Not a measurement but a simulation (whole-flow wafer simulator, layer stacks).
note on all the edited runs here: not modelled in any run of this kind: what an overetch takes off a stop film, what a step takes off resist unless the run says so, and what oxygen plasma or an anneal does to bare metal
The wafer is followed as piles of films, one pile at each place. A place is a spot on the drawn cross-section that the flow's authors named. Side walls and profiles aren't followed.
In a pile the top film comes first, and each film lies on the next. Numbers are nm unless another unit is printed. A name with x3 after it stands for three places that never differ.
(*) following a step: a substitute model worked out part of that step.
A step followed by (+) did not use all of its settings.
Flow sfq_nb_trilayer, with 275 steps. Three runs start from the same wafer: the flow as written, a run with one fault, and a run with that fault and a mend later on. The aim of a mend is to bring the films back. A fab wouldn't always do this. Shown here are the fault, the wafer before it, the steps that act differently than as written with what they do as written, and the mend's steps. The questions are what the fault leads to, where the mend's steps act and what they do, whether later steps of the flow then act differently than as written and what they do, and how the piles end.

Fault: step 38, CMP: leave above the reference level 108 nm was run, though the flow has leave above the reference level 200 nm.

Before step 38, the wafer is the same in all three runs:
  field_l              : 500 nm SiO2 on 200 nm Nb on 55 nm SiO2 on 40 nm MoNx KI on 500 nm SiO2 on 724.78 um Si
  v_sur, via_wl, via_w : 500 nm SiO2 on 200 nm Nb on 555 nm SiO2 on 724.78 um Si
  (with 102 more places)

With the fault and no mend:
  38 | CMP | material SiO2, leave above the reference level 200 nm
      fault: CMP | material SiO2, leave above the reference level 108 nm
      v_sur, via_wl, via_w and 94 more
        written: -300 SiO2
        fault: -392 SiO2
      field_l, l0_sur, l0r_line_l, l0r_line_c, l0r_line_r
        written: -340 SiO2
        fault: -432 SiO2
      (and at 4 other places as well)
  Steps later in the flow that act otherwise than as written (3 more steps, not shown, differ only slightly: by at most 2% or 0.5 nm, whichever is larger):
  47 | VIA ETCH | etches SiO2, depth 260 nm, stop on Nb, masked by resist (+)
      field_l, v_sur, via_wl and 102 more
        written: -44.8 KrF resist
        fault: -27.9 KrF resist
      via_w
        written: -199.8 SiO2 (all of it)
        fault: -107.8 SiO2 (all of it)
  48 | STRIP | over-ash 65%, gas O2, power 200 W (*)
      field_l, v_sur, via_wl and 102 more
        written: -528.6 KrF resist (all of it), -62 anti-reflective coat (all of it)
        fault: -545.5 KrF resist (all of it), -62 anti-reflective coat (all of it)
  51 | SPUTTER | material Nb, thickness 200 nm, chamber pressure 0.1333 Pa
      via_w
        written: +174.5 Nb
        fault: +192.8 Nb
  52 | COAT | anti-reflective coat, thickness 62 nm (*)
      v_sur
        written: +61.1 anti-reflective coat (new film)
        fault: +57 anti-reflective coat (new film)
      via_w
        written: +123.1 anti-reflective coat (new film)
        fault: +106.2 anti-reflective coat (new film)
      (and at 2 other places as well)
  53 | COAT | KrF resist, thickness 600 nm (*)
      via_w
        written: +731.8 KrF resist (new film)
        fault: +652.7 KrF resist (new film)
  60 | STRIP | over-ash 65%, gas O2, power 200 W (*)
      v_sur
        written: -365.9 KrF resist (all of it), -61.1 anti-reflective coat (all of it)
        fault: -377 KrF resist (all of it), -57 anti-reflective coat (all of it)
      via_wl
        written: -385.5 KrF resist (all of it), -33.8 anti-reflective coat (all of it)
        fault: -396.4 KrF resist (all of it), -33.7 anti-reflective coat (all of it)
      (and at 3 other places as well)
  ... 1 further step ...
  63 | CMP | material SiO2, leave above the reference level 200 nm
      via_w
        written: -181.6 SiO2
        fault: -185.9 SiO2
  By the end, the piles at field_l, v_sur, via_wl and 103 more depart from the flow's by more than 2% or 0.5 nm, whichever is larger.
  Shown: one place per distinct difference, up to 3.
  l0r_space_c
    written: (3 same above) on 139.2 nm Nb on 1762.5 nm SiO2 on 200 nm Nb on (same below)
    fault: (3 same above) on 139.2 nm Nb on 1670.5 nm SiO2 on 200 nm Nb on (same below)
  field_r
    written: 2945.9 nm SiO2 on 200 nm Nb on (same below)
    fault: 2853.9 nm SiO2 on 200 nm Nb on (same below)
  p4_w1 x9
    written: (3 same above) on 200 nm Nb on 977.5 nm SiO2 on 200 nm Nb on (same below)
    fault: (3 same above) on 200 nm Nb on 885.5 nm SiO2 on 200 nm Nb on (same below)

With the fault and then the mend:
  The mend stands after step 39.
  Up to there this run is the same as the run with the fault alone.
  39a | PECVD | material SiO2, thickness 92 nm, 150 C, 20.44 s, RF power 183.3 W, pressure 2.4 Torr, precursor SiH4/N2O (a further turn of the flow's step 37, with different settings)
      field_l, v_sur, via_wl and 103 more
        +92 SiO2
  Later steps of the flow that are run all act as written at every place that is followed.
  The piles end the same as the flow's at every place that both follow.
